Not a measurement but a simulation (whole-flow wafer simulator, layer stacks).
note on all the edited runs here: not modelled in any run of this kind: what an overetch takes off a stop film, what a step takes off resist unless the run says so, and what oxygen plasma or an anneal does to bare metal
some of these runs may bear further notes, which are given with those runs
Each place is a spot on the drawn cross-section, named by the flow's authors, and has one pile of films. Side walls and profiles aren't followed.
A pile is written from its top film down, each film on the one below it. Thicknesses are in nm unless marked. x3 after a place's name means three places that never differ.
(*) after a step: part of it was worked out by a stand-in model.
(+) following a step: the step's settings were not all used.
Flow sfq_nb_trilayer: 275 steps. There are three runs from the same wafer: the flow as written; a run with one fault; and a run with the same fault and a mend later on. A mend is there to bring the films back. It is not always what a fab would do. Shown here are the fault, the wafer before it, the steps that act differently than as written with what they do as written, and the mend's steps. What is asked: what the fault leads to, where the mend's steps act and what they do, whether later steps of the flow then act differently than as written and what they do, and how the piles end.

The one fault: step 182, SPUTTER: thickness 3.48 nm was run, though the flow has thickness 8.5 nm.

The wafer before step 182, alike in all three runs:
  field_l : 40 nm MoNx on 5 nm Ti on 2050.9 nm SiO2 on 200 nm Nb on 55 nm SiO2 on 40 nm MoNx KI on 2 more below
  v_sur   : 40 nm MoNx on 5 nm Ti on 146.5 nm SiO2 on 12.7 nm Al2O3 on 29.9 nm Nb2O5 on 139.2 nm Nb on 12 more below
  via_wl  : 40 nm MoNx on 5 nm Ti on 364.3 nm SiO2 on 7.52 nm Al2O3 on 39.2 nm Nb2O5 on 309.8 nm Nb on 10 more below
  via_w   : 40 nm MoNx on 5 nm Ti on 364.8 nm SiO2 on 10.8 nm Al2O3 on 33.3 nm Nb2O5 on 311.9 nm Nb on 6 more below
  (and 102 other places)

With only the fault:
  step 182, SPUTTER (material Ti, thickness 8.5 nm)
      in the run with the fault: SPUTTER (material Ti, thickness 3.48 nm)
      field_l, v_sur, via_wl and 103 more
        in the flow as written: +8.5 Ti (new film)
        in the run with the fault: +3.48 Ti (new film)
  Steps further on in the flow that do not act as written (not shown: 11 more steps that differ only slightly, by at most 2% or 0.5 nm, whichever is larger):
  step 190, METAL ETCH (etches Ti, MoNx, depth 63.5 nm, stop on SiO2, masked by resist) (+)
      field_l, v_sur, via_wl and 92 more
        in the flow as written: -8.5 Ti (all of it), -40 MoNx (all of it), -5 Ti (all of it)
        in the run with the fault: -3.48 Ti (all of it), -40 MoNx (all of it), -5 Ti (all of it)
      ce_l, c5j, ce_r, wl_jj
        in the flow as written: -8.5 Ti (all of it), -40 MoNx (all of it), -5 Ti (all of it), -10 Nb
        in the run with the fault: -3.48 Ti (all of it), -40 MoNx (all of it), -5 Ti (all of it), -15 Nb
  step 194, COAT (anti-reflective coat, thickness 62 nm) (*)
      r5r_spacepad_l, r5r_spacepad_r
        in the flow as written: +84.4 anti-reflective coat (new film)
        in the run with the fault: +82.2 anti-reflective coat (new film)
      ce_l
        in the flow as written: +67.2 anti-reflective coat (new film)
        in the run with the fault: +69.4 anti-reflective coat (new film)
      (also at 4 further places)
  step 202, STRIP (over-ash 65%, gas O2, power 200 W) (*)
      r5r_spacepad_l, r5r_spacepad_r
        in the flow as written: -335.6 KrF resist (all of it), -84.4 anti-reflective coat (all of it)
        in the run with the fault: -335.4 KrF resist (all of it), -82.2 anti-reflective coat (all of it)
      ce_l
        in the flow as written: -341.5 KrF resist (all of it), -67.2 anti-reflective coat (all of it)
        in the run with the fault: -342.8 KrF resist (all of it), -69.4 anti-reflective coat (all of it)
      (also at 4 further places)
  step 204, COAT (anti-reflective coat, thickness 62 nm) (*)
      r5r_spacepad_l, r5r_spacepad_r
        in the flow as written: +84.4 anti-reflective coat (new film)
        in the run with the fault: +82.2 anti-reflective coat (new film)
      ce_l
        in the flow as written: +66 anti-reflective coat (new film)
        in the run with the fault: +68.2 anti-reflective coat (new film)
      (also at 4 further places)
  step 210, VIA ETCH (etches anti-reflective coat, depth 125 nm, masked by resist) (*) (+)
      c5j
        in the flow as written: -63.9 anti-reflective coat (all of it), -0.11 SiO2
        in the run with the fault: -65.3 anti-reflective coat (all of it), -0.1 SiO2
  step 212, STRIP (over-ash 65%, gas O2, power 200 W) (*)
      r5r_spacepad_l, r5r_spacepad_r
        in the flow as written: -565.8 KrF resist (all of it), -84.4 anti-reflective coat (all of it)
        in the run with the fault: -565.2 KrF resist (all of it), -82.2 anti-reflective coat (all of it)
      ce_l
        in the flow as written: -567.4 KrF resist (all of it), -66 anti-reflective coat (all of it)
        in the run with the fault: -568.4 KrF resist (all of it), -68.2 anti-reflective coat (all of it)
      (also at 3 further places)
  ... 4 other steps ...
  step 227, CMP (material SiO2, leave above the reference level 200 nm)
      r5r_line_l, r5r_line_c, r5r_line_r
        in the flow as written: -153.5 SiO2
        in the run with the fault: -148.5 SiO2
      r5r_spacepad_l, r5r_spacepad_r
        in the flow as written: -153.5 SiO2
        in the run with the fault: -146 SiO2
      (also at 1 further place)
  At ce_l, ce_r, be_r and 7 more, the piles at the end differ from the flow's by more than 2% or 0.5 nm, whichever is larger.
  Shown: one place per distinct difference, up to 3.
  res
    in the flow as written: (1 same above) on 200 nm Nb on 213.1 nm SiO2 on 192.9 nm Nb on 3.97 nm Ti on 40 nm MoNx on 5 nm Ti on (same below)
    in the run with the fault: (1 same above) on 200 nm Nb on 218.1 nm SiO2 on 192.9 nm Nb on 39 nm MoNx on 5 nm Ti on (same below)
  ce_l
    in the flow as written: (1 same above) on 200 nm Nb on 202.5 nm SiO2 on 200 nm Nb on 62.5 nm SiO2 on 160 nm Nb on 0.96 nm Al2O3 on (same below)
    in the run with the fault: (1 same above) on 200 nm Nb on 207.5 nm SiO2 on 200 nm Nb on 62.5 nm SiO2 on 155 nm Nb on 0.96 nm Al2O3 on (same below)
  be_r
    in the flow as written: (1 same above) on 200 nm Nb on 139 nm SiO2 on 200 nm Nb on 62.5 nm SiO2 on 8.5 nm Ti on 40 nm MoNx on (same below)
    in the run with the fault: (1 same above) on 200 nm Nb on 144 nm SiO2 on 200 nm Nb on 62.5 nm SiO2 on 3.48 nm Ti on 40 nm MoNx on (same below)

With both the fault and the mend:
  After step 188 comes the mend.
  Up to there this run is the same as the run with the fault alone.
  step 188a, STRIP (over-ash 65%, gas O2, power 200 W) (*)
      field_l, v_sur, via_wl and 96 more
        -62 anti-reflective coat (all of it)
      be_r, r_sur, res, r_end, r5r_line_l, r5r_line_c, r5r_line_r
        -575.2 KrF resist (all of it), -62 anti-reflective coat (all of it)
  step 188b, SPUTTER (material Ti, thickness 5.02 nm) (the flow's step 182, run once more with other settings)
      field_l, v_sur, via_wl and 103 more
        +5.02 Ti
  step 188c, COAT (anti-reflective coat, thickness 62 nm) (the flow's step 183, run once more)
      field_l, v_sur, via_wl and 103 more
        +62 anti-reflective coat (new film)
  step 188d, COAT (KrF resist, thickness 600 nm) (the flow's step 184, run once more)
      field_l, v_sur, via_wl and 103 more
        +600 KrF resist (new film)
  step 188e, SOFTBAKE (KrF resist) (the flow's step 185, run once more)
      alters no film at any place that is followed
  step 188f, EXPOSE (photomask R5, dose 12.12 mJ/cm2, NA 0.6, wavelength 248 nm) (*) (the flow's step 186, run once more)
      alters no film at any place that is followed
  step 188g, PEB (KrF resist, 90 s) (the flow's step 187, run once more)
      field_l, v_sur, via_wl and 103 more
        -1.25 KrF resist
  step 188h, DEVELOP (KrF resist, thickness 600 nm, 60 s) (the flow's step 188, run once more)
      field_l, v_sur, via_wl and 96 more
        -598.7 KrF resist (all of it)
      be_r, r_sur, res, r_end, r5r_line_l, r5r_line_c, r5r_line_r
        -23.5 KrF resist
  Later steps of the flow that are run all act as written at every place that is followed.
  At every place that both follow, the piles at the end match the flow's.
